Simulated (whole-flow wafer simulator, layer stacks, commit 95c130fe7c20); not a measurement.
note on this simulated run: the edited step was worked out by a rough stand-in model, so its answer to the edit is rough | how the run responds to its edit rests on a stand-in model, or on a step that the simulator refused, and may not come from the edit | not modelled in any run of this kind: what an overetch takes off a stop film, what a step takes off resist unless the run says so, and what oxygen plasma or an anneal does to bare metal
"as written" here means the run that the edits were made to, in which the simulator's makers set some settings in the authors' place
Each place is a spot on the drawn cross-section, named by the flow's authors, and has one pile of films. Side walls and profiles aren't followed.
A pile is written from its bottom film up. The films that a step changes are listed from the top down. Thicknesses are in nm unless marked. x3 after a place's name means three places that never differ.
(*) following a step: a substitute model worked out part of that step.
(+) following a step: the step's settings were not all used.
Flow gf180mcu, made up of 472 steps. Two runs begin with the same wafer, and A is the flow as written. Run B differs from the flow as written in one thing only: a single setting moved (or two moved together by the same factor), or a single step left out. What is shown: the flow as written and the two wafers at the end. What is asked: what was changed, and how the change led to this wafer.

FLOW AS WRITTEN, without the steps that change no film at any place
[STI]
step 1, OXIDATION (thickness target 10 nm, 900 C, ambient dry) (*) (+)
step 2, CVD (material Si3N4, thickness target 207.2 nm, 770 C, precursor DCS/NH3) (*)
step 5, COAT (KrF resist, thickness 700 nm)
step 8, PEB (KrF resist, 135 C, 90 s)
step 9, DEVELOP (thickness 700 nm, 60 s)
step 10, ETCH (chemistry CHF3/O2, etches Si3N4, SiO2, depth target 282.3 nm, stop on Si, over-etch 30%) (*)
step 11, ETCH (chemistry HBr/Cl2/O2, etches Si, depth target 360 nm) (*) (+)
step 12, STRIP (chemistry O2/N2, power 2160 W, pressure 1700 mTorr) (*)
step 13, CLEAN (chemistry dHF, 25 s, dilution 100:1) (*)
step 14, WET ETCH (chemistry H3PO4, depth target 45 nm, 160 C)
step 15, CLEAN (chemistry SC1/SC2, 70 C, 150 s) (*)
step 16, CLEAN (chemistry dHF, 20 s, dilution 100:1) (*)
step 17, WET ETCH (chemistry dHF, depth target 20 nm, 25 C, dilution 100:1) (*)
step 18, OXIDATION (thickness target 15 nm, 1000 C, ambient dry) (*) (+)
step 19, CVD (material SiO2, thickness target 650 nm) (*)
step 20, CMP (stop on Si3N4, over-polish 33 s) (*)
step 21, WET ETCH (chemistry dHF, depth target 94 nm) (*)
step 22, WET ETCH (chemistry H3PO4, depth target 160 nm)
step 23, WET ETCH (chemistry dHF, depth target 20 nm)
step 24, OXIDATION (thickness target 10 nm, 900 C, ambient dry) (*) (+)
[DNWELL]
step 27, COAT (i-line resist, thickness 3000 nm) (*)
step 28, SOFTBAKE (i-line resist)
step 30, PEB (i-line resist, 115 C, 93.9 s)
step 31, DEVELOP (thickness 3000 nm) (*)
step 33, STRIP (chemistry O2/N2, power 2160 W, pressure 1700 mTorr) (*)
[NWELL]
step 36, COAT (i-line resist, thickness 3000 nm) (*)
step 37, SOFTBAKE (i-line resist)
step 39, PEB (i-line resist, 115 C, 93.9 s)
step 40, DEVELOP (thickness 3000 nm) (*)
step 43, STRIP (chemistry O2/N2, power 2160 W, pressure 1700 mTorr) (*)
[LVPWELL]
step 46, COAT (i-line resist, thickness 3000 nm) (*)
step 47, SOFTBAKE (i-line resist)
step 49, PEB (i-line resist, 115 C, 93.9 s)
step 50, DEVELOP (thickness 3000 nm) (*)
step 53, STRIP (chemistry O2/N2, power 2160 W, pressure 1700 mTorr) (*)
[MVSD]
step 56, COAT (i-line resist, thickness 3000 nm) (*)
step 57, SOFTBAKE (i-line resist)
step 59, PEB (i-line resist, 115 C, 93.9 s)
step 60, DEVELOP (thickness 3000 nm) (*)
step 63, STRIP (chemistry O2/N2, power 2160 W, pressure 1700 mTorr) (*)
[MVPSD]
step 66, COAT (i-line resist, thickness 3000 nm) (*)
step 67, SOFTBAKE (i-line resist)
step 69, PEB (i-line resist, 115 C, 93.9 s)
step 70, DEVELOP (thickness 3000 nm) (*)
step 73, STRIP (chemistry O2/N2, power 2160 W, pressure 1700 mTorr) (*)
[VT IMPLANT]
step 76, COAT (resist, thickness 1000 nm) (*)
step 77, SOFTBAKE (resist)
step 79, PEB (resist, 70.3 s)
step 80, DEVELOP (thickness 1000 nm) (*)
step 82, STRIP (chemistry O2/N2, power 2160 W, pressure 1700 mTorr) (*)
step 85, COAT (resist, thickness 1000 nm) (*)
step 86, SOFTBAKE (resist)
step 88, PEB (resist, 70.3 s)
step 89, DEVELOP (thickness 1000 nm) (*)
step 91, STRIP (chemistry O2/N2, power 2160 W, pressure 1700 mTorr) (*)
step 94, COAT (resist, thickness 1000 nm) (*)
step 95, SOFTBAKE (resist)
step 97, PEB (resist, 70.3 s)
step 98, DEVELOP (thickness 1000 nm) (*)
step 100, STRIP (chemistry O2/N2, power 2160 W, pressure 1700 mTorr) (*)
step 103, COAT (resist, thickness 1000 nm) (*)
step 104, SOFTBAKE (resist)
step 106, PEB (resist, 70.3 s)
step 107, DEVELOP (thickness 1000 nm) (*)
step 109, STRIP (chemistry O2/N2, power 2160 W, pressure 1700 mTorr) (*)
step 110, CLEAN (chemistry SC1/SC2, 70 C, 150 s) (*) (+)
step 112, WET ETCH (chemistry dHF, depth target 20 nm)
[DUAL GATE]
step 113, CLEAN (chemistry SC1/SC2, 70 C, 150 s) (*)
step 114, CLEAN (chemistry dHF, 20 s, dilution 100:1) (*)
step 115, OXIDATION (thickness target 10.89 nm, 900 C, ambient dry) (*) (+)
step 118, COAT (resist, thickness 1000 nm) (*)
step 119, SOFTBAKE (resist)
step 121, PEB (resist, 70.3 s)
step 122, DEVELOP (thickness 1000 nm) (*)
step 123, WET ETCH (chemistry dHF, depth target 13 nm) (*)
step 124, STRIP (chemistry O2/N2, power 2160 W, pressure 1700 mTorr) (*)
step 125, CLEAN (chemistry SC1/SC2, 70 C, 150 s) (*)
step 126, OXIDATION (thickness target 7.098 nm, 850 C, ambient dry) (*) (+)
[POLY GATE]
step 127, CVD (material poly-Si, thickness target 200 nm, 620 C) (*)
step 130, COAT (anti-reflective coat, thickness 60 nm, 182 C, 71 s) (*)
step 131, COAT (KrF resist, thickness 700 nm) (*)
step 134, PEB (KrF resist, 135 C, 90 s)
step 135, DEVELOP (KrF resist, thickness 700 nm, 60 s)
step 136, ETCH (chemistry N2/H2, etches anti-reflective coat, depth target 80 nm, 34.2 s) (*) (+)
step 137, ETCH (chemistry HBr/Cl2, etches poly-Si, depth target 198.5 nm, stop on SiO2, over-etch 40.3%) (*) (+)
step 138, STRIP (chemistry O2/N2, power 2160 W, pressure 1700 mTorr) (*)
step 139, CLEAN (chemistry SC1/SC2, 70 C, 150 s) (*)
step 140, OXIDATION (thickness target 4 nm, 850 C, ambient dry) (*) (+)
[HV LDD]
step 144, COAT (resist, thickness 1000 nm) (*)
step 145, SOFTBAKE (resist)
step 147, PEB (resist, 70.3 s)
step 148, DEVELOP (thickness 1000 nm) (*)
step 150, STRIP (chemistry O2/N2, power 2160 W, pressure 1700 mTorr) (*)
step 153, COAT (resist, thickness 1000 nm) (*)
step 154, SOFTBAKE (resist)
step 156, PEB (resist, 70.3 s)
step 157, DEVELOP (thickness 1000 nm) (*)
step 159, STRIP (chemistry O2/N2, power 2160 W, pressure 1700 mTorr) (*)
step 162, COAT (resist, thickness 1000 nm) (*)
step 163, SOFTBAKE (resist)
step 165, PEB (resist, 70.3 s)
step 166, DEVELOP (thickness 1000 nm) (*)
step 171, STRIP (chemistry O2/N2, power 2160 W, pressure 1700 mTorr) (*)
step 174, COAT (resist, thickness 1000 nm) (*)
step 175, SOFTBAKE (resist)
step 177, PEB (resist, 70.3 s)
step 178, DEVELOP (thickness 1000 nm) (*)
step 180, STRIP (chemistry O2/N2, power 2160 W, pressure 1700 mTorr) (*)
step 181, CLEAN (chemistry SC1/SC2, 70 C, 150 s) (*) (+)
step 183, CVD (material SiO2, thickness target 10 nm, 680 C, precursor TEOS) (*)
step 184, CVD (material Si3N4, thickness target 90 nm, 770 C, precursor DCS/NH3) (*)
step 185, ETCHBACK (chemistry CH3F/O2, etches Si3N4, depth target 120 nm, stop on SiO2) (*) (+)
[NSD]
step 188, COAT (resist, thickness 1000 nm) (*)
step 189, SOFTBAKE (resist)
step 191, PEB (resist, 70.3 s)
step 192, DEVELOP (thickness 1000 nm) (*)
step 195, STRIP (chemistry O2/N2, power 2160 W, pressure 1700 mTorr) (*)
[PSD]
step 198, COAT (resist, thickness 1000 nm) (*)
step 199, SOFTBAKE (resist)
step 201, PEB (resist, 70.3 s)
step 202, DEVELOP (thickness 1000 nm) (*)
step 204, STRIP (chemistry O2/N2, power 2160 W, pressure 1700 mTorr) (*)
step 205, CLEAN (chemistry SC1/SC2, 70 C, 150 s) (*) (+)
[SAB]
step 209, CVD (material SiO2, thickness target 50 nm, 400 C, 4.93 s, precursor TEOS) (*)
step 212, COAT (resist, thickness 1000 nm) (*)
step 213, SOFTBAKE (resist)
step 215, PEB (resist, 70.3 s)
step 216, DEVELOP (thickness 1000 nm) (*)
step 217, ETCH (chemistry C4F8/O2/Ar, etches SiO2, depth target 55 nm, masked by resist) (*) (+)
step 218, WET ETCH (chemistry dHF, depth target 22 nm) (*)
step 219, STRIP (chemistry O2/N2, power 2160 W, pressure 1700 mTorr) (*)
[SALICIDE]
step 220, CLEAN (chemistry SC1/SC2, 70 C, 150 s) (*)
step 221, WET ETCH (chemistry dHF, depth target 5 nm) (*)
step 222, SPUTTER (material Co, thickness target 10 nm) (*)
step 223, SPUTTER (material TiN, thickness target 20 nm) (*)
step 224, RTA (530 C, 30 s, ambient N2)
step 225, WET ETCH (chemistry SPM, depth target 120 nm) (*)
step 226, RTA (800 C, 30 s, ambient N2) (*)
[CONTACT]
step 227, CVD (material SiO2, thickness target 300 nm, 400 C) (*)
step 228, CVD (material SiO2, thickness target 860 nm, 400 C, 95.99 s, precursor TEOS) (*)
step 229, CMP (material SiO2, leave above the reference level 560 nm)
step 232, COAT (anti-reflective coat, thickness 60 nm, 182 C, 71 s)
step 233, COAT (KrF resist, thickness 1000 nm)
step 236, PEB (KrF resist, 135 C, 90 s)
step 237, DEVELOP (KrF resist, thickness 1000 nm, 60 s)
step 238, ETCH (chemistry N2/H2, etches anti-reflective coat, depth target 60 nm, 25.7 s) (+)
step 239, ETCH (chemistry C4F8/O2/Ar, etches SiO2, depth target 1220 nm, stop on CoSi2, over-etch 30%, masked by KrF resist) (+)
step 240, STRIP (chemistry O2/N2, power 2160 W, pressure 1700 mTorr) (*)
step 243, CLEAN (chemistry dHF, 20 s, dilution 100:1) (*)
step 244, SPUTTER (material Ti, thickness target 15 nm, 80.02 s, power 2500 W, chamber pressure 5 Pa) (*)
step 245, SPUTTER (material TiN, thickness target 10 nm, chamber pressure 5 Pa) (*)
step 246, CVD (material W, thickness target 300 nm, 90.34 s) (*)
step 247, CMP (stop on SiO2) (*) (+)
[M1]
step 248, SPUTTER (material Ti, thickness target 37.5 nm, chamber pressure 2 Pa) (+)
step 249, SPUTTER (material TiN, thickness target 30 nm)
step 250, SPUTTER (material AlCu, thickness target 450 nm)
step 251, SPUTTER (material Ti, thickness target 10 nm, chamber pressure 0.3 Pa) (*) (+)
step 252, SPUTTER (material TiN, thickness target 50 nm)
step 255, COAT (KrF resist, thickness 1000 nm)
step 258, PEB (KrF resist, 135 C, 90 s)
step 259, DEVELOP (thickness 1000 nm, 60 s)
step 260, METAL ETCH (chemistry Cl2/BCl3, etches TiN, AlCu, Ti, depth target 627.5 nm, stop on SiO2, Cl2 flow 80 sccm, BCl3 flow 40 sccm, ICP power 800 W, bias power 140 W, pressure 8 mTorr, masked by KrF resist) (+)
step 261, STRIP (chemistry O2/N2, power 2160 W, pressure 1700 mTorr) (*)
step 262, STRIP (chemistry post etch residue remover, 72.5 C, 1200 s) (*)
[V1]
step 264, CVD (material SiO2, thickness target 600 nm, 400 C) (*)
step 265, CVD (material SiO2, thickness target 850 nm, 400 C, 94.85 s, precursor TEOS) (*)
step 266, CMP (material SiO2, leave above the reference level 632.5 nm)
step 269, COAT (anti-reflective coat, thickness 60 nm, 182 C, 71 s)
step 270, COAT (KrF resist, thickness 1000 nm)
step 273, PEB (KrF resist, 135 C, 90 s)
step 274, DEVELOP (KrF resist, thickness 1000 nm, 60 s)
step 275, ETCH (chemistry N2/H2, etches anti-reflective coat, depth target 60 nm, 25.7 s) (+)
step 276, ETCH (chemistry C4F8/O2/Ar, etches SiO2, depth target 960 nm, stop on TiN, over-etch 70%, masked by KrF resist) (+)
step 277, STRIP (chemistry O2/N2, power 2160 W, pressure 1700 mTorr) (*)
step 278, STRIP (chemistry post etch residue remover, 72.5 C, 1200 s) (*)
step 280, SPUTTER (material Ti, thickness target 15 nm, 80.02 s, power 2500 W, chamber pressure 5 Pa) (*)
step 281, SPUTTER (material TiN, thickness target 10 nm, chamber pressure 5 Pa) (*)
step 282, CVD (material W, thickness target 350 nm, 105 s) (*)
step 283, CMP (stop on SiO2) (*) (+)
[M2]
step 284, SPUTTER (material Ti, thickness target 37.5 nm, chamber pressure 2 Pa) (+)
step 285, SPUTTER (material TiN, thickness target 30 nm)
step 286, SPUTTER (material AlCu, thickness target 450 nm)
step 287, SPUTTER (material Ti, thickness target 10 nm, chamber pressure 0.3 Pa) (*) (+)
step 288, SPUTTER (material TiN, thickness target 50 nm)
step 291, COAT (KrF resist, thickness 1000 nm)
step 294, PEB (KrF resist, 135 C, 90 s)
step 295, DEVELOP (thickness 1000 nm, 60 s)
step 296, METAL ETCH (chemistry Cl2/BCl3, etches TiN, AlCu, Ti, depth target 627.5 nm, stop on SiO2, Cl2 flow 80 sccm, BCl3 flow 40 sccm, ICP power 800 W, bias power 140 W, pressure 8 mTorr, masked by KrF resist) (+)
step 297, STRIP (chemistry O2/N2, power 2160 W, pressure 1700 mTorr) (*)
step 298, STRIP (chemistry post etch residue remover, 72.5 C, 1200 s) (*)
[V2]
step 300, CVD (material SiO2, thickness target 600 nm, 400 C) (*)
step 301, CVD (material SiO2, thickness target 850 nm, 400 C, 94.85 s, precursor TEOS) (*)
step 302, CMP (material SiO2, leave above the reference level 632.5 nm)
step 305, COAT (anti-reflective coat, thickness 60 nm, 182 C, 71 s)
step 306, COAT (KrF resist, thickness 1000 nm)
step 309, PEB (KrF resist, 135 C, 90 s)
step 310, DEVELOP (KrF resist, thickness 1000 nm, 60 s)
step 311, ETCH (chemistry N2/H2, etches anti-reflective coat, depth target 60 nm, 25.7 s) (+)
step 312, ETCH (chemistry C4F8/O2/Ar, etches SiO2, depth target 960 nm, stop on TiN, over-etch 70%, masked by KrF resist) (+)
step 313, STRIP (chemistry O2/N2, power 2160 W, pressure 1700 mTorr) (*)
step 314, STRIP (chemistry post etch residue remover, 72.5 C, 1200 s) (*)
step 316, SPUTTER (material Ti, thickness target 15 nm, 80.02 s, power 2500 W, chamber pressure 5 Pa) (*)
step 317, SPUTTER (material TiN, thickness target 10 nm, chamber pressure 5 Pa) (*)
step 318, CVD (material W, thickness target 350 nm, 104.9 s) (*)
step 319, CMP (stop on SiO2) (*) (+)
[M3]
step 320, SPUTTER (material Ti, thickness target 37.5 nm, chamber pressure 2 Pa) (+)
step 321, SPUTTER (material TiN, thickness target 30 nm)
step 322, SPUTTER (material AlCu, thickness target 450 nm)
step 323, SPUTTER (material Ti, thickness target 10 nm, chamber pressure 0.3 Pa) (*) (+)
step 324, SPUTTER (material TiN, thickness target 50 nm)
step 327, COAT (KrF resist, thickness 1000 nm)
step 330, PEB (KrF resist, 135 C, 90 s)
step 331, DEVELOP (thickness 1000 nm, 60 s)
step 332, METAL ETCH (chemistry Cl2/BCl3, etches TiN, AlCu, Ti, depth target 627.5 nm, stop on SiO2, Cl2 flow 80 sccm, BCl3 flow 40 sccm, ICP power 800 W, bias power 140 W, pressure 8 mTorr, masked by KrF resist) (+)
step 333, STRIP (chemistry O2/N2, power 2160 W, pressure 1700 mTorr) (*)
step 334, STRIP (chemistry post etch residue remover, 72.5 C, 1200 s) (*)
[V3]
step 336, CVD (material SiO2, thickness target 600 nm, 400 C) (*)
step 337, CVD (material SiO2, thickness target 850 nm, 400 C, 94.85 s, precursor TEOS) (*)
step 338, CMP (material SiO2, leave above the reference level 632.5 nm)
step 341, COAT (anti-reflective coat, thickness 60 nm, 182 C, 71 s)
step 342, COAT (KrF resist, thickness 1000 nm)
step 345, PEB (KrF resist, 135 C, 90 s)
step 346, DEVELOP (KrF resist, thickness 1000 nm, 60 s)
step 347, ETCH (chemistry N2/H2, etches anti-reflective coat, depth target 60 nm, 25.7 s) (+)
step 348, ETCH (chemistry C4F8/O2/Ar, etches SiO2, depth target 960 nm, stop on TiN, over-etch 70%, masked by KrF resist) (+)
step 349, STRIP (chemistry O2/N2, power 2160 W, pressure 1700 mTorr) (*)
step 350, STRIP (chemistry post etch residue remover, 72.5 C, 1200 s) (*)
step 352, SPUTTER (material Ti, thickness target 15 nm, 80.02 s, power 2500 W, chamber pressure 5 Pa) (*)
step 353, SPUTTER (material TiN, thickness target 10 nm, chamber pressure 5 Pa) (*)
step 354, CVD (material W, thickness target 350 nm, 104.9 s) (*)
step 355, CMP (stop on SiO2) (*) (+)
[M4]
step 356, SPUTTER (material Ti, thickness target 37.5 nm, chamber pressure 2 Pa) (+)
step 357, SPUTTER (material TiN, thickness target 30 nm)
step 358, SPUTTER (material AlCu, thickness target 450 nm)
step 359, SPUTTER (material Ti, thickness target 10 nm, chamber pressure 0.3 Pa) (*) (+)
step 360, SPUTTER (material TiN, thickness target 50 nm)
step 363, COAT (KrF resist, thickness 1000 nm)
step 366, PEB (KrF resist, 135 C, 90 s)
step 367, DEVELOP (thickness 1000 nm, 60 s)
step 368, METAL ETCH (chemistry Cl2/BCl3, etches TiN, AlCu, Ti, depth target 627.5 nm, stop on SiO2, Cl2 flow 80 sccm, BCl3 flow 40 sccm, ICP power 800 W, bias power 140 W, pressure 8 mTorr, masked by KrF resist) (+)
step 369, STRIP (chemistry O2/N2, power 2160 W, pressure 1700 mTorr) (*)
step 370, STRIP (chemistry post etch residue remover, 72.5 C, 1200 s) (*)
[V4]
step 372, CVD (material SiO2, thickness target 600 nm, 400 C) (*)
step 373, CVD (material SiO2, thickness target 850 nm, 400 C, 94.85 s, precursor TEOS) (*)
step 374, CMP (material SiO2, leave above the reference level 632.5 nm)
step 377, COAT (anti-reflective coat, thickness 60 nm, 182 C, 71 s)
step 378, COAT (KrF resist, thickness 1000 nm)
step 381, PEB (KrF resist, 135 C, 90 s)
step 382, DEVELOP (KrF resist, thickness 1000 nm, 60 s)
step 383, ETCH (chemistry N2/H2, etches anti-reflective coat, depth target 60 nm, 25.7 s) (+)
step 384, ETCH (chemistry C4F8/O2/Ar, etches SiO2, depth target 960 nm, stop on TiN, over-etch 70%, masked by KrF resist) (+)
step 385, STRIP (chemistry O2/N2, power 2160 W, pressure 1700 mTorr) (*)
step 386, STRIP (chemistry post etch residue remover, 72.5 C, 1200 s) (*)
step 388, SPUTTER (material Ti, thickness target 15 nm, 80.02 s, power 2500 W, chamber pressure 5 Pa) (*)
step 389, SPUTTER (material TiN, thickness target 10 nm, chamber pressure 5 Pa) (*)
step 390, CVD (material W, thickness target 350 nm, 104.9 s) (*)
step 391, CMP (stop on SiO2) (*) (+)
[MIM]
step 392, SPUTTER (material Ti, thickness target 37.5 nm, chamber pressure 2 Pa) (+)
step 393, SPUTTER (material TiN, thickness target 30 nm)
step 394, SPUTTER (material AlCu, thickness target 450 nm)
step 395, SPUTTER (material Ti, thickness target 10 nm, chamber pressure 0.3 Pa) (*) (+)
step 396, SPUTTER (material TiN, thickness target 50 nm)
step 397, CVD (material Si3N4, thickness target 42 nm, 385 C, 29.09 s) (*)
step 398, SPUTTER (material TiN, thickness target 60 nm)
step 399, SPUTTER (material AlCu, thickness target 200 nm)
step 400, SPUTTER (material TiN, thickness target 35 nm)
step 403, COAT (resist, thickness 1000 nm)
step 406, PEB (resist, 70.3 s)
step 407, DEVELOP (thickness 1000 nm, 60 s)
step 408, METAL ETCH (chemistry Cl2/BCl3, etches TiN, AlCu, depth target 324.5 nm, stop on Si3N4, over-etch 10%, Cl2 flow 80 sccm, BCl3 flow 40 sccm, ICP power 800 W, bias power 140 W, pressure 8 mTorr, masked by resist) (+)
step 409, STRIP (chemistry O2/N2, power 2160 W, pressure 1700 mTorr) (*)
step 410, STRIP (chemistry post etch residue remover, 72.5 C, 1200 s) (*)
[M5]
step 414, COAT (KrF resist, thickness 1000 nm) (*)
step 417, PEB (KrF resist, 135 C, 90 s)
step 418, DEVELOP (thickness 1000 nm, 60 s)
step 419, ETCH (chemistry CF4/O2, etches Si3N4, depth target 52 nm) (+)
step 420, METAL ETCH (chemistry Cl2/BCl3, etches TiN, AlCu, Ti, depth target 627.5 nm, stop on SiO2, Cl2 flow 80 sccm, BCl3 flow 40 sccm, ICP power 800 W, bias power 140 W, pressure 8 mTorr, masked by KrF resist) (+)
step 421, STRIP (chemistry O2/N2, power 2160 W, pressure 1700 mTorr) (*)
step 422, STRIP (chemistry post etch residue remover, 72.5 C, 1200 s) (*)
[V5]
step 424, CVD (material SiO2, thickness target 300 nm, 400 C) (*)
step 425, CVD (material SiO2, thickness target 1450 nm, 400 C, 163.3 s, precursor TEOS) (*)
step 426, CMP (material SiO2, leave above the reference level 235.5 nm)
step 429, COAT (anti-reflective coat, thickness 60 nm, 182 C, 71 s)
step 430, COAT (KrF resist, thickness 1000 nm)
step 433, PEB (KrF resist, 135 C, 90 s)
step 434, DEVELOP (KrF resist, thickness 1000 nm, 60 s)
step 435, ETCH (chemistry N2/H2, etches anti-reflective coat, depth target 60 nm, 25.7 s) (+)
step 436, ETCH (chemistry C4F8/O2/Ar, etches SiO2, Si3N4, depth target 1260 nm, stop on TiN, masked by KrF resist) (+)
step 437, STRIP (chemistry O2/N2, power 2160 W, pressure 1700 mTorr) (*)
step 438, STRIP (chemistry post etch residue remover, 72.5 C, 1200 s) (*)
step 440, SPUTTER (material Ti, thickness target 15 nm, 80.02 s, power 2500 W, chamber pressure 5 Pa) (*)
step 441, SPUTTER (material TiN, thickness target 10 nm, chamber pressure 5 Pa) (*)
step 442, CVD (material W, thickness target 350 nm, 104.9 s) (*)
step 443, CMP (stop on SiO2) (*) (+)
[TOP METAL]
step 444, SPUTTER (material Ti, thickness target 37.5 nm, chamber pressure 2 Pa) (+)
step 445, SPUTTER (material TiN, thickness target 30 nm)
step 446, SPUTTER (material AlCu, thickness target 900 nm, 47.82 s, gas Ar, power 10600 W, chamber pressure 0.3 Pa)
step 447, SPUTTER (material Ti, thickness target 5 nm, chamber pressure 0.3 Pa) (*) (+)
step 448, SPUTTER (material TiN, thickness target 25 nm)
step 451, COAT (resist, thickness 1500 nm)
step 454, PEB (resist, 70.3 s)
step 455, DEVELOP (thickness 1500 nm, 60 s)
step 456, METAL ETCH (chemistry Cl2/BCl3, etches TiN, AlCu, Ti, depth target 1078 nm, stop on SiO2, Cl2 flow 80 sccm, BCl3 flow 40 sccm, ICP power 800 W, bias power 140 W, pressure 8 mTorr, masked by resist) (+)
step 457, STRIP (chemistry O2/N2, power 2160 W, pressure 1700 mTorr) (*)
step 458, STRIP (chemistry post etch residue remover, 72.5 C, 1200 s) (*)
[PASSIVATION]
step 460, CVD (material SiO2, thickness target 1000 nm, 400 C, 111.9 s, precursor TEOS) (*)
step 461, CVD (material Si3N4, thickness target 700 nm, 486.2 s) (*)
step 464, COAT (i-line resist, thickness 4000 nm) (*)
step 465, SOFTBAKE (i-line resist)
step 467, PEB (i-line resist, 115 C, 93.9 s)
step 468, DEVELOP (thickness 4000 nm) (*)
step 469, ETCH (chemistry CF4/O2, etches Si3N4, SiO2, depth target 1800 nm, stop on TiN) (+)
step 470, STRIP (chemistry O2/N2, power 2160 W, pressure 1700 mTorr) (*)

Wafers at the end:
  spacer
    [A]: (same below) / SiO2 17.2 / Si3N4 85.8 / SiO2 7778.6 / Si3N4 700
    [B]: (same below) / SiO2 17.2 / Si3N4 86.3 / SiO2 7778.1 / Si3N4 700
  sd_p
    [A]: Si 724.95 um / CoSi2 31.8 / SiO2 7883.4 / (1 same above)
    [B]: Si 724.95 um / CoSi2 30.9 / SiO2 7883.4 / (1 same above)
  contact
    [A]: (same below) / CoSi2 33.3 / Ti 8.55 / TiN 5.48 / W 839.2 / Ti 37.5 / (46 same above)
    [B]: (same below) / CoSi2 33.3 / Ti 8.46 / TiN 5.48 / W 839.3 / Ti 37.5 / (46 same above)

The reason: step 209, CVD: thickness target 67.5 nm was run, though the flow has thickness target 50 nm; step 209, CVD: 6.656 s was run, where the flow has 4.93 s.

Step by step, how the change led to this:
  step 209, CVD (material SiO2, thickness target 50 nm, 400 C, 4.93 s, precursor TEOS) (*)
      field, field__w7, field__w8 and 73 more: A +50 SiO2 | B +66.9 SiO2
      field_sub__w1, field_sub__w3, field_sub__w4, field_sub__w5, ld_drift_n, nplus_u: A +48.9 SiO2 | B +65.5 SiO2
      (also at 27 further places)
  step 217, ETCH (chemistry C4F8/O2/Ar, etches SiO2, depth target 55 nm, masked by resist) (*) (+)
      spacer: A -50 SiO2 (all of it), -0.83 Si3N4 | B -55 SiO2
  step 218, WET ETCH (chemistry dHF, depth target 22 nm) (*)
      spacer: A -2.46 Si3N4 | B -11.9 SiO2 (all of it), -2.83 Si3N4
      gate, gate_hv, gate_p and 23 more: A -5.48 SiO2 (all of it) | B -22.4 SiO2 (all of it)
      (also at 73 further places)
  step 223, SPUTTER (material TiN, thickness target 20 nm) (*)
      field__w12: A +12 TiN (new film) | B +12.7 TiN (new film)
      ld_sd_n: A +15.5 TiN (new film) | B +16.1 TiN (new film)
  step 225, WET ETCH (chemistry SPM, depth target 120 nm) (*)
      field__w12: A -12 TiN (all of it), -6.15 Co (all of it) | B -12.7 TiN (all of it), -6.43 Co (all of it)
      ld_sd_n: A -15.5 TiN (all of it) | B -16.1 TiN (all of it)
  step 226, RTA (800 C, 30 s, ambient N2) (*)
      sd_p: A +31.8 CoSi2 (new film), -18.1 CoSi (all of it), -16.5 Si | B +30.9 CoSi2 (new film), -17.6 CoSi (all of it), -16 Si
  step 229, CMP (material SiO2, leave above the reference level 560 nm)
      ldn_sep__w1, ldn_sep__w2, ldn_dft and 8 more: A -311 SiO2 | B -318.5 SiO2
      sti, mim_1p0, pad, dice_street, iso_nw_fld, iso_fld_sub: A -296.8 SiO2 | B -304.3 SiO2
      (also at 43 further places)
